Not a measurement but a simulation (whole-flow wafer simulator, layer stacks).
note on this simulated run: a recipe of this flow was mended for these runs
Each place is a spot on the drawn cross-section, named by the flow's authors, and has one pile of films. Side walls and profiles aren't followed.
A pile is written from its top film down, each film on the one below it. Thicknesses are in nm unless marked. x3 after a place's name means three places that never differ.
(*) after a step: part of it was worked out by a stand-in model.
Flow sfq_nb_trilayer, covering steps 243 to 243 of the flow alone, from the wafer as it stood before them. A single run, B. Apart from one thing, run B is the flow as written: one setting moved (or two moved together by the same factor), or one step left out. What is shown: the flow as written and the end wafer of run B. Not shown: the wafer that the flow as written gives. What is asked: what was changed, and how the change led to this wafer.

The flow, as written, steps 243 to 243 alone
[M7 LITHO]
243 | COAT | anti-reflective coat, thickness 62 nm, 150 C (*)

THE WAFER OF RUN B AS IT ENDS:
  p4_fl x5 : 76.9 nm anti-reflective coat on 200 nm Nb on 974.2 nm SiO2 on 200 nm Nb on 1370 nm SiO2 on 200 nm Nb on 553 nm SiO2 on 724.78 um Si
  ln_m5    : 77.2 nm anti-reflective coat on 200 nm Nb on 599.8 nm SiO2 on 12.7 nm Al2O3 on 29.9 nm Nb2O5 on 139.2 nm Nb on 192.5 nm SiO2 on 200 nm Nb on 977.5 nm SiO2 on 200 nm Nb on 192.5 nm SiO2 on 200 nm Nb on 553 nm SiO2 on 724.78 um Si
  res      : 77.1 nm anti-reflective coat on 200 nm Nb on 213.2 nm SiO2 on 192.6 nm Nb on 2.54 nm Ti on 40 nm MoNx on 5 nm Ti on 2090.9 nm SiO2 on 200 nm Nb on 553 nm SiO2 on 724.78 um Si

The reason: step 243, COAT: thickness 76.9 nm was run, while the flow as written has thickness 62 nm.
One can read it off the wafer: p4_fl x5 has anti-reflective coat 76.9, and step 243 as written asks for 62 nm.

Step by step, how the change led to this:
  243 | COAT | anti-reflective coat, thickness 62 nm, 150 C (*)
      p4_fl x5, p4_w1 x9, p3_s0 x15 and 48 more: anti-reflective coat gains 76.9 (new film) (in the flow as written it would be: anti-reflective coat gains 62 (new film))
      ln_m5, lsp_m, ln_m6, lsp_r, l0_sur, l0v: anti-reflective coat gains 77.2 (new film) (in the flow as written it would be: anti-reflective coat gains 62.3 (new film))
      (and at 23 other places as well)
